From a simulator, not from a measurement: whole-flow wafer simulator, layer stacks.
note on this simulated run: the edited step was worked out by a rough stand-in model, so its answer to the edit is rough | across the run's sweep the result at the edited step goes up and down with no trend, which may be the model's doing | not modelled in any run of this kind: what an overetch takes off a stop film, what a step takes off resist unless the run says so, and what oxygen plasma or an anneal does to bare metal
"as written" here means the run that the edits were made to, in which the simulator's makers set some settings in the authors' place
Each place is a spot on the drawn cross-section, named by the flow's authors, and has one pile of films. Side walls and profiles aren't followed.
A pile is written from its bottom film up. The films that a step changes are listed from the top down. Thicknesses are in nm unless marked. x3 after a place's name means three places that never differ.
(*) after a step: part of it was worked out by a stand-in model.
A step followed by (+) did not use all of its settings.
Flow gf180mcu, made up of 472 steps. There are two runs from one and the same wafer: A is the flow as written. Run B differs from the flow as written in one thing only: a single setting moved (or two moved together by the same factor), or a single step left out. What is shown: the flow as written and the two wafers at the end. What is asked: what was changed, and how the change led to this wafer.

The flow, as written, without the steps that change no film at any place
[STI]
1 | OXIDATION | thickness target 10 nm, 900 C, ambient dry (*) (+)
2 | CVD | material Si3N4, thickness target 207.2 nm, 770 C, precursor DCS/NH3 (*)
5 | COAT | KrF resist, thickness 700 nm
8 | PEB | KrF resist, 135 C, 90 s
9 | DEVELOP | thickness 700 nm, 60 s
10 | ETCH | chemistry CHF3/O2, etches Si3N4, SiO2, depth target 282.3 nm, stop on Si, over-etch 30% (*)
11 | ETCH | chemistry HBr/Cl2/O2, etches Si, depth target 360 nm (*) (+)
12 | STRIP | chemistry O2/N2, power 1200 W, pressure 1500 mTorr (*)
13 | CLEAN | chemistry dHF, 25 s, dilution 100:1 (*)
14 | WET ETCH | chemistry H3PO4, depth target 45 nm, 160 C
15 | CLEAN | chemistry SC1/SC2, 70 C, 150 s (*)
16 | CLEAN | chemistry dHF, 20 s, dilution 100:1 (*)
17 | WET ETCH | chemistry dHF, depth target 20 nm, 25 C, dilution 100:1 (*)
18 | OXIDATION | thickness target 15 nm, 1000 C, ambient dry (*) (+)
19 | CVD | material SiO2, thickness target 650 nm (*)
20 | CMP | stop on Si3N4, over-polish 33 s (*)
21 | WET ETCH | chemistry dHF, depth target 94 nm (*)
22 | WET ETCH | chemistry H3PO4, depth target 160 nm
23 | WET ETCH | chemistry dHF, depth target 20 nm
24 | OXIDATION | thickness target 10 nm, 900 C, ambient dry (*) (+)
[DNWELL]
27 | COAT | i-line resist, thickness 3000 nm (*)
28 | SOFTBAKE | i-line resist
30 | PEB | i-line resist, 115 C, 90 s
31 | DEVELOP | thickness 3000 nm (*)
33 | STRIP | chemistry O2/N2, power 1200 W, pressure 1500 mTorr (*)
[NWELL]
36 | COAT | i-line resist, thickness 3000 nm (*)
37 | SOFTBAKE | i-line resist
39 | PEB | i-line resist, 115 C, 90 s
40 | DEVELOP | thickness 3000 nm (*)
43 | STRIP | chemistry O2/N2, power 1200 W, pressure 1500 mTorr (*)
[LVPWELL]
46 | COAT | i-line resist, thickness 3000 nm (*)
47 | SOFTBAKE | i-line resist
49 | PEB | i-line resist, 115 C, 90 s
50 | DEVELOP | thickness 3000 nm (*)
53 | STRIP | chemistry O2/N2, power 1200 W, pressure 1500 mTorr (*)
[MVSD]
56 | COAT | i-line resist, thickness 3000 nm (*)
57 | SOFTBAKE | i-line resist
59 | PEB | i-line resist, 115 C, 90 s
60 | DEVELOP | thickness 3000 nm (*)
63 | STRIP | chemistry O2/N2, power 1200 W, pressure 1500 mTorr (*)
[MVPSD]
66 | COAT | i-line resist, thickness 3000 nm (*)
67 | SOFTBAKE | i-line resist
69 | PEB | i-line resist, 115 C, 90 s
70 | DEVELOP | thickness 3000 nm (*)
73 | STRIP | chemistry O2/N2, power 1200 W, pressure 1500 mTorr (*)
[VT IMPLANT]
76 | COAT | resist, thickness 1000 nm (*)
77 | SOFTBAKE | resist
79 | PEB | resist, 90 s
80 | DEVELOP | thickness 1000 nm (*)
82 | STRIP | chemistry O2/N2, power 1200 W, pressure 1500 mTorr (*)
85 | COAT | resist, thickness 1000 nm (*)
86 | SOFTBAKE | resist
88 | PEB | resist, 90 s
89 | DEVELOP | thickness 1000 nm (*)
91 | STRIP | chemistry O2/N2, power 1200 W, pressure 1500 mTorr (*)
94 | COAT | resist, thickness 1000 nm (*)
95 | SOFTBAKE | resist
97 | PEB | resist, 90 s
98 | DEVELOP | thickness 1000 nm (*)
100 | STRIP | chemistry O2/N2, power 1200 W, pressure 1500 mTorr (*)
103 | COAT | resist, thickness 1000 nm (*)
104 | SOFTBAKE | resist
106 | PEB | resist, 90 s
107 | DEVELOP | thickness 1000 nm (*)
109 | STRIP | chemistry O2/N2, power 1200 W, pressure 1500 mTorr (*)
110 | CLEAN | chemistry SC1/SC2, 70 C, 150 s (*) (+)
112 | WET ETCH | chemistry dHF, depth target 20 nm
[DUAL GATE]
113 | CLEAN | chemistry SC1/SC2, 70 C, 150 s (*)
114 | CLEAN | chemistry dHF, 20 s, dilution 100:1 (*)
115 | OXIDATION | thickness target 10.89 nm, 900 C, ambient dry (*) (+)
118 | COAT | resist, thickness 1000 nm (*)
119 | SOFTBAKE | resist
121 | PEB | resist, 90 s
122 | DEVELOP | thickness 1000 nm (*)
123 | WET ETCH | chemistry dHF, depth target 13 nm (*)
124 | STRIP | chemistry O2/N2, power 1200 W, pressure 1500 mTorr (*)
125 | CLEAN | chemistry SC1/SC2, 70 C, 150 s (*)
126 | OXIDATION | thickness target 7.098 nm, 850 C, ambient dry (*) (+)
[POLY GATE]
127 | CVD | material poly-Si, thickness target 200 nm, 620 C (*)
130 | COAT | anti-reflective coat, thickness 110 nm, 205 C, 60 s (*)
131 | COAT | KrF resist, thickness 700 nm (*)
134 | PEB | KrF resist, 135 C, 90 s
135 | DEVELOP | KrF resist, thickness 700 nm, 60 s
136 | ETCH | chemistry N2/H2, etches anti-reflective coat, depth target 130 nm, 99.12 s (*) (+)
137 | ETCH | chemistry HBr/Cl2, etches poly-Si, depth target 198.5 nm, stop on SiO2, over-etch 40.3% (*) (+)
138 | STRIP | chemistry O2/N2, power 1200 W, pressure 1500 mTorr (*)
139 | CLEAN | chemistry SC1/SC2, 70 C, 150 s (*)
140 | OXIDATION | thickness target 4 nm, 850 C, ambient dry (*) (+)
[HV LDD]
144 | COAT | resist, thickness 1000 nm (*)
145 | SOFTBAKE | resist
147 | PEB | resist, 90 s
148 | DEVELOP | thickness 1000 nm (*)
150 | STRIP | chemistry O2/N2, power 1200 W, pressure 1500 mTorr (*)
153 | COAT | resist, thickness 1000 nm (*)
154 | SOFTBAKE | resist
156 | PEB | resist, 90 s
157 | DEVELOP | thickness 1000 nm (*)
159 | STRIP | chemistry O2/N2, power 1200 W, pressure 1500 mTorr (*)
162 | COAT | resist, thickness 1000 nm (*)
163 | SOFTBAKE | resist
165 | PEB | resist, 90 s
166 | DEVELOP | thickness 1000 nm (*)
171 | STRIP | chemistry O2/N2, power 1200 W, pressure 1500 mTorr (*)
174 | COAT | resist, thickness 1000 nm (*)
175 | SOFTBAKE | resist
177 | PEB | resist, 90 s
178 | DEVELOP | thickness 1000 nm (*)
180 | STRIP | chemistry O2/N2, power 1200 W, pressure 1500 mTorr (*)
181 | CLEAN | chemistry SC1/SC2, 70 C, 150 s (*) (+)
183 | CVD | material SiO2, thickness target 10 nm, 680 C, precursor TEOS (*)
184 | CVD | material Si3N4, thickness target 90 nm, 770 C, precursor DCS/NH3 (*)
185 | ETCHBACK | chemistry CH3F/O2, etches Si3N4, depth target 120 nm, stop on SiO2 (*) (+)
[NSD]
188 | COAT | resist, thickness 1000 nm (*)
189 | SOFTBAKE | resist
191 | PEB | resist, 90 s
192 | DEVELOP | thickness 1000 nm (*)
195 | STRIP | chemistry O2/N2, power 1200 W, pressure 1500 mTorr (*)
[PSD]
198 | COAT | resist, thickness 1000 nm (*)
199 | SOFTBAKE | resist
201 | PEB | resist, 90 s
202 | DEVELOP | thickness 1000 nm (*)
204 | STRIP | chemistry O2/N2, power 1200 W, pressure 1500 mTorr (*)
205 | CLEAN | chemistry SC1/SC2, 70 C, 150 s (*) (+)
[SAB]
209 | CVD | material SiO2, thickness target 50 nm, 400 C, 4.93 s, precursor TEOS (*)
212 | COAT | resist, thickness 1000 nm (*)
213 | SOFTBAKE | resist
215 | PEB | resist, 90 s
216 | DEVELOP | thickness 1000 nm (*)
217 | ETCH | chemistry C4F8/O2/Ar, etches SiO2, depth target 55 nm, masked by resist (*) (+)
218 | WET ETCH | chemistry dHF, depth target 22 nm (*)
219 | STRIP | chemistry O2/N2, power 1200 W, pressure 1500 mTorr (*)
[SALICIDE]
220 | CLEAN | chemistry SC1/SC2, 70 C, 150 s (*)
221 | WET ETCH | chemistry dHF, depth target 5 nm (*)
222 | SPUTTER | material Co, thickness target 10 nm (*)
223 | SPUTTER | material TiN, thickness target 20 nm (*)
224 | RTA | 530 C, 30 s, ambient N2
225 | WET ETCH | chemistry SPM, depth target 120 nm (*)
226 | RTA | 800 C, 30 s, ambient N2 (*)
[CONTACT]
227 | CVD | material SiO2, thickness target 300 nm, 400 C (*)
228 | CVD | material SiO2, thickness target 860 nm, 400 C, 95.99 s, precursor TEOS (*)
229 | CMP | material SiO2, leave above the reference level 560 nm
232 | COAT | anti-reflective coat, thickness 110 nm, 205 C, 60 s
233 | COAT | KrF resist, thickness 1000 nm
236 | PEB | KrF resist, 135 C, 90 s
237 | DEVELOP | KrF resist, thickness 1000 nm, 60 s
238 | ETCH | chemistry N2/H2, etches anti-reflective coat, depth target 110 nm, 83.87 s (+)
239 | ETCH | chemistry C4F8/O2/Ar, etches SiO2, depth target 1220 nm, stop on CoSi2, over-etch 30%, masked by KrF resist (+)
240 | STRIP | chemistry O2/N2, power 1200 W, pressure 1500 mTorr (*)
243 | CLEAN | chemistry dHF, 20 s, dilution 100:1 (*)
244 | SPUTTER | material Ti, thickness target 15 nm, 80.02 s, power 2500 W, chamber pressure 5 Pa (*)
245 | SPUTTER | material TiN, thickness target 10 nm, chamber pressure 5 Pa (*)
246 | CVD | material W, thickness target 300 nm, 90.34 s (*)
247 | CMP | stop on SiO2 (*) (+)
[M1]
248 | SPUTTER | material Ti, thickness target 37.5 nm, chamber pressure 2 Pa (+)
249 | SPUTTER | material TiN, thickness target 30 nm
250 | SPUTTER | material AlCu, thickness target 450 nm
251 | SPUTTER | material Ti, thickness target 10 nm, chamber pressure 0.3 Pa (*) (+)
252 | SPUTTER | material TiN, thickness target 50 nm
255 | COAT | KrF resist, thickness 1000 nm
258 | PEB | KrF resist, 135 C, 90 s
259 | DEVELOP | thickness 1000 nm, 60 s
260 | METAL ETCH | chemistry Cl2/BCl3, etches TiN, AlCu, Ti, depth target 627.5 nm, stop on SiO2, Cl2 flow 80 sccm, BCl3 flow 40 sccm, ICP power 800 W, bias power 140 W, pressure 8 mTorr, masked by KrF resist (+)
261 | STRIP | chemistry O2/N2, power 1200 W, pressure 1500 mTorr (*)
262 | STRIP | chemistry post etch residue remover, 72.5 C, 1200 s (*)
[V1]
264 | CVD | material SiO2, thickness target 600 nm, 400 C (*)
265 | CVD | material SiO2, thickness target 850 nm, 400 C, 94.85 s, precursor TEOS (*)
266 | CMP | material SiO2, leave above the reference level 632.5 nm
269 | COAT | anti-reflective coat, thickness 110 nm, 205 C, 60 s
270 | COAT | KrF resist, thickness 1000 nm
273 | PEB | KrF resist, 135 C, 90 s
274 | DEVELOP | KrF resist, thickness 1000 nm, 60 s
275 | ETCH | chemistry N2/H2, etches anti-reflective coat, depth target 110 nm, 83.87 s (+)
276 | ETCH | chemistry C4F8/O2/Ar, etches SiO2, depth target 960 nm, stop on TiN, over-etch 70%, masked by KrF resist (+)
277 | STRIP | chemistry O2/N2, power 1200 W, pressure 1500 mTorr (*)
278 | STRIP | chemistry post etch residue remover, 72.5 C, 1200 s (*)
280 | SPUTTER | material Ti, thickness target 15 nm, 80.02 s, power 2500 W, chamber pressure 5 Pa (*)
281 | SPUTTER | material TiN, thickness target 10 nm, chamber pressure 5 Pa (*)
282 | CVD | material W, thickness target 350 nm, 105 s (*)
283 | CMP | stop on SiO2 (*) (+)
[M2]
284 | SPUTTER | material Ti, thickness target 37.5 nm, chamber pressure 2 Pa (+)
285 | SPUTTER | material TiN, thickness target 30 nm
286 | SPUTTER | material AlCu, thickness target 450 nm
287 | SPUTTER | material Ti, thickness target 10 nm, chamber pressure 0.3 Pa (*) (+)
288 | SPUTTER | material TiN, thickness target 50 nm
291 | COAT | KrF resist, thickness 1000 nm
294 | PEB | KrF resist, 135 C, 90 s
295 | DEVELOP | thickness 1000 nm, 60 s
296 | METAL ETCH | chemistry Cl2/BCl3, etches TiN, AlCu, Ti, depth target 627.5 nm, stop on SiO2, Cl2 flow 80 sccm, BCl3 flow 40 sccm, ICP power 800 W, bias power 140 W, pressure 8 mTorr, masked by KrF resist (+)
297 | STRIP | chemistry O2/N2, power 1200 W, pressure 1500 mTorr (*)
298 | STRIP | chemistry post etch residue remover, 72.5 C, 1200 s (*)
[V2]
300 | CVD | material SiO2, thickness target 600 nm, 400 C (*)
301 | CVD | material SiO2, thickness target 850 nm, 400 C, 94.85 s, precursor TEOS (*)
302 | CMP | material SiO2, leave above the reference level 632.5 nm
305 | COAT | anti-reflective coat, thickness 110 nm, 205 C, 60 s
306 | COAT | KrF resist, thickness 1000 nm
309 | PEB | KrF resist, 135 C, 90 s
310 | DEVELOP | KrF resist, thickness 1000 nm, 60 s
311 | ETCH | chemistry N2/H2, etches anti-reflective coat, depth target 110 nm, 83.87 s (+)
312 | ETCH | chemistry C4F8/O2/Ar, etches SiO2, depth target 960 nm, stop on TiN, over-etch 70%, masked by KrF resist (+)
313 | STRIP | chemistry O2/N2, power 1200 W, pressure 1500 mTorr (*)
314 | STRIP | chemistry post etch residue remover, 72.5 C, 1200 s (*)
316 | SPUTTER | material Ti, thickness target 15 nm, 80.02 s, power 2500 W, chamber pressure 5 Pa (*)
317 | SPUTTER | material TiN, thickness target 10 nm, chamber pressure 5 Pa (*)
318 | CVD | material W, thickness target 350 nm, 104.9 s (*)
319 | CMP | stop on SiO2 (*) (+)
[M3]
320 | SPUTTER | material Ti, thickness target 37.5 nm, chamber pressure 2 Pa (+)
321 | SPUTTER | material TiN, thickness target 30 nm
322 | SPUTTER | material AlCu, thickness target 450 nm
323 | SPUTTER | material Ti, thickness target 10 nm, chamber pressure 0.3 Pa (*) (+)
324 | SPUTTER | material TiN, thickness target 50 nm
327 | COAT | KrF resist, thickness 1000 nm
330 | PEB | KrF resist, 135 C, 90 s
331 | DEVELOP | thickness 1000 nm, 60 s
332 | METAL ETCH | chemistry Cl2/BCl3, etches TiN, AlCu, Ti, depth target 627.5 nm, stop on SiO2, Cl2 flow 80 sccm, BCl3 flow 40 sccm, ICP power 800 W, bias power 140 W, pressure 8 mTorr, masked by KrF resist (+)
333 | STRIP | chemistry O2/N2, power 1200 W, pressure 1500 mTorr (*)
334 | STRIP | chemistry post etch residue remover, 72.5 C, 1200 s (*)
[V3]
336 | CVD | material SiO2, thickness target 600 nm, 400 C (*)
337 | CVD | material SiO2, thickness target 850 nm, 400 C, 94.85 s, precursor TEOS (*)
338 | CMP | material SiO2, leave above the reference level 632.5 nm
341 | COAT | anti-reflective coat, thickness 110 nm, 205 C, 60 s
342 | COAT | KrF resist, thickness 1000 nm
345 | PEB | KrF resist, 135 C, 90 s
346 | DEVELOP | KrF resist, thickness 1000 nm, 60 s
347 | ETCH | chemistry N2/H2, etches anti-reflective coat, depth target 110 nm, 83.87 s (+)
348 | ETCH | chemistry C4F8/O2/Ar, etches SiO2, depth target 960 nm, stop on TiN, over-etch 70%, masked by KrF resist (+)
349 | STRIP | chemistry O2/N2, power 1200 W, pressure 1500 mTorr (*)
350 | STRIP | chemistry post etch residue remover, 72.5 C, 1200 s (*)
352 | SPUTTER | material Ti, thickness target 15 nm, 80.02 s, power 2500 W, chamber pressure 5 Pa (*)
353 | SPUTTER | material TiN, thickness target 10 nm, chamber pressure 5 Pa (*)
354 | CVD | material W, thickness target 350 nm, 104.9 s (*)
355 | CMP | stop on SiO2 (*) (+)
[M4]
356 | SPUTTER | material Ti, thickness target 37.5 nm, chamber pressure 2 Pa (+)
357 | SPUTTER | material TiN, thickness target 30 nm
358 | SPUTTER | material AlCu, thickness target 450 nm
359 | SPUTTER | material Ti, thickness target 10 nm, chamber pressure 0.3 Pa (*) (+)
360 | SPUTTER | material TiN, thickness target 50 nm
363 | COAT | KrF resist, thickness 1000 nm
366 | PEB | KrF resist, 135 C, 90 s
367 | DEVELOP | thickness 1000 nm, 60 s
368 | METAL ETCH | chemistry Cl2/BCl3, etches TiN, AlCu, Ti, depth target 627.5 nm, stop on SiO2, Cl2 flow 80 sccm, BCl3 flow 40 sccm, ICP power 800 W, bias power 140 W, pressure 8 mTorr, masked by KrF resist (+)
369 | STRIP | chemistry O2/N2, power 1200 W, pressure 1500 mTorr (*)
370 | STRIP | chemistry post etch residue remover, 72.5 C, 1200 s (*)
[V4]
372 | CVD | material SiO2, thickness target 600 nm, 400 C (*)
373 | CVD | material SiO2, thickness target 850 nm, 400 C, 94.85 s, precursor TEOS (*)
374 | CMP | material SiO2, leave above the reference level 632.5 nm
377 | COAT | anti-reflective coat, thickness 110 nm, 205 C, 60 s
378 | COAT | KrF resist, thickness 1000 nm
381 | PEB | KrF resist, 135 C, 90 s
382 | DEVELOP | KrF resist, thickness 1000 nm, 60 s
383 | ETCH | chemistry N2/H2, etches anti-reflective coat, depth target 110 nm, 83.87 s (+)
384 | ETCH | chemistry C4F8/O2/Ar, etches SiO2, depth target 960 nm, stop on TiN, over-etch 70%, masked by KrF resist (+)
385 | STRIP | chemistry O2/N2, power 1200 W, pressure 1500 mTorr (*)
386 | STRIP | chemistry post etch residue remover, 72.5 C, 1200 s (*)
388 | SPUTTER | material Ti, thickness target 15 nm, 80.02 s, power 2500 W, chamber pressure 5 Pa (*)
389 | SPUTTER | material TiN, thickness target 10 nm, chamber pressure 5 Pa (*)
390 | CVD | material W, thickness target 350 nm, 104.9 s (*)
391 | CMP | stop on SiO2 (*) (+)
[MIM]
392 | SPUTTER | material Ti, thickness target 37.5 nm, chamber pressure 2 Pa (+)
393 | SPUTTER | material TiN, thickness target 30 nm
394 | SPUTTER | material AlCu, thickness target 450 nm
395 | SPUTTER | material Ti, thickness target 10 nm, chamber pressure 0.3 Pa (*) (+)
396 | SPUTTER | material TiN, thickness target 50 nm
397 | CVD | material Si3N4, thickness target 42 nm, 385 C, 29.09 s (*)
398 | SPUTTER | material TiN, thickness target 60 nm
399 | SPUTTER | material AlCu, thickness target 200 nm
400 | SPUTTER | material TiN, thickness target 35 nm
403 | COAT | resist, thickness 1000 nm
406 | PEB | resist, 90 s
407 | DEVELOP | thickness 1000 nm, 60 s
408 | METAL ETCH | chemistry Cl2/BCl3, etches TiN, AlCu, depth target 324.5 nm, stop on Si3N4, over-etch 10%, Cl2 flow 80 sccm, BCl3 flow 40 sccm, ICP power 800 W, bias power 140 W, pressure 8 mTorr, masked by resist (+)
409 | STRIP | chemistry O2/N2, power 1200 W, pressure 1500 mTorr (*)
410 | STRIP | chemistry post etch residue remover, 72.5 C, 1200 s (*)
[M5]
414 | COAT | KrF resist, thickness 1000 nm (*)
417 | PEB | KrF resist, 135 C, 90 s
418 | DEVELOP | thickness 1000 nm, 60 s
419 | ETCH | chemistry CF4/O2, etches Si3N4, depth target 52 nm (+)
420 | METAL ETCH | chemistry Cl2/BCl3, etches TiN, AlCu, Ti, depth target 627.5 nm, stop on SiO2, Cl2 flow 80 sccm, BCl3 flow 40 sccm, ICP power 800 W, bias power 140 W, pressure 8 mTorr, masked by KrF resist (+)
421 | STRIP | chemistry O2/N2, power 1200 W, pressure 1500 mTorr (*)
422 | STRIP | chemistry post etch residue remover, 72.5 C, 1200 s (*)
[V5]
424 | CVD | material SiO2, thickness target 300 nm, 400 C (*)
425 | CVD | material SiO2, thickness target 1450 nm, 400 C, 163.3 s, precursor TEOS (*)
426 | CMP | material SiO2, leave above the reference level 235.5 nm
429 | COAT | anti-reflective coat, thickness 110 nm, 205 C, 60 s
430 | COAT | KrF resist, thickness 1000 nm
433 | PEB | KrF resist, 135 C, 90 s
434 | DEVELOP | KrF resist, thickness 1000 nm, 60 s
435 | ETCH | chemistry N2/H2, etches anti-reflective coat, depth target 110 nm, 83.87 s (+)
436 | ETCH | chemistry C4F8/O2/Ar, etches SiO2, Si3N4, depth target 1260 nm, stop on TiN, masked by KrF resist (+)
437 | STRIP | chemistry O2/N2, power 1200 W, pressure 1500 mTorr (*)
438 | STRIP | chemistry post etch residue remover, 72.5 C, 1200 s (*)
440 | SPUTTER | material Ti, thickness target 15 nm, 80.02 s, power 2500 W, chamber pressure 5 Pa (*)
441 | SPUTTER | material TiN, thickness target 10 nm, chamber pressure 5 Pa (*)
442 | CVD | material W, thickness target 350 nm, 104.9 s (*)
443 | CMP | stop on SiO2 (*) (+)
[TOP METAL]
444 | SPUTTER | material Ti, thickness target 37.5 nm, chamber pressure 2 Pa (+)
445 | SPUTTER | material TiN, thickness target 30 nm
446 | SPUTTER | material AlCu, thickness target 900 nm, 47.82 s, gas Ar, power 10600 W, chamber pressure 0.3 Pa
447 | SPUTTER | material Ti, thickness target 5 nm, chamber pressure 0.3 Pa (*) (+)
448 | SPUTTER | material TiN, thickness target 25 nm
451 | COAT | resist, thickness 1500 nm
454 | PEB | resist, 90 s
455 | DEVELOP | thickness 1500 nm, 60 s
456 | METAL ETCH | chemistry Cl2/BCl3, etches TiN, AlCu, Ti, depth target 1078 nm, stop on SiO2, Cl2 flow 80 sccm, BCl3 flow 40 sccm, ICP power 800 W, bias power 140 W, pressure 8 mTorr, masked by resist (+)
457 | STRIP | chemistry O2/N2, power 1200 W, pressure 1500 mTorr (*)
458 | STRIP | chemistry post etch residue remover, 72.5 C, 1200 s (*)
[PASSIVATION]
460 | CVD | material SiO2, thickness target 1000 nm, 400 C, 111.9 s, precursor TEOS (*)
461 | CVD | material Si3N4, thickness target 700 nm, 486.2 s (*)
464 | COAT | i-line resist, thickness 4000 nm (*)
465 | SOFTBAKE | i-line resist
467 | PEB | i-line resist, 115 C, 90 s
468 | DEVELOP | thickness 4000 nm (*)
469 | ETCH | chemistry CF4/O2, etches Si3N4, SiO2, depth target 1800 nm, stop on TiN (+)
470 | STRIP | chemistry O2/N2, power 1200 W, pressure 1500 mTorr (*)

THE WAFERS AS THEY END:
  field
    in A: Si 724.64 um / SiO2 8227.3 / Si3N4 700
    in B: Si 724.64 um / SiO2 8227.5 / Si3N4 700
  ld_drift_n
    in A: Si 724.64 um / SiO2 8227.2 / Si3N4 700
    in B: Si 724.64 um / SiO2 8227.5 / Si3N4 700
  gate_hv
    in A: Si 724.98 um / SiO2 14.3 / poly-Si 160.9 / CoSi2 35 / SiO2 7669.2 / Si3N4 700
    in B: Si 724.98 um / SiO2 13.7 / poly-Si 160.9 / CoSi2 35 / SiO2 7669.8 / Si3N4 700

What caused this: step 126, OXIDATION: thickness target 6.388 nm was run, though the flow has thickness target 7.098 nm.

Step by step, how the change led to this:
  126 | OXIDATION | thickness target 7.098 nm, 850 C, ambient dry (*) (+)
      gate_hv, active_hv, active_nat and 25 more: A +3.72 SiO2, -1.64 Si | B +3.12 SiO2, -1.37 Si
      active, n_well, p_well and 12 more: A +7.1 SiO2 (new film), -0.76 chemical SiO2 (all of it), -2.79 Si | B +6.39 SiO2 (new film), -0.76 chemical SiO2 (all of it), -2.48 Si
  189 | SOFTBAKE | resist
      field__w9: A +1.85 resist | B -1.05 resist
  199 | SOFTBAKE | resist
      field__w9: A +1.85 resist | B -1.05 resist
  218 | WET ETCH | chemistry dHF, depth target 22 nm (*)
      active, p_well, sd_n, iso_ptap_pw, iso_ntap_nw, iso_ptap_sub, vpnp_e: A -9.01 SiO2 (all of it) | B -8.35 SiO2 (all of it)
      ldn_tap, ldn_src, ldn_drn, ldp_tap, ldp_src, ldp_drn, ldp_gr: A -16 SiO2 (all of it) | B -15.4 SiO2 (all of it)
      (and at 7 other places as well)
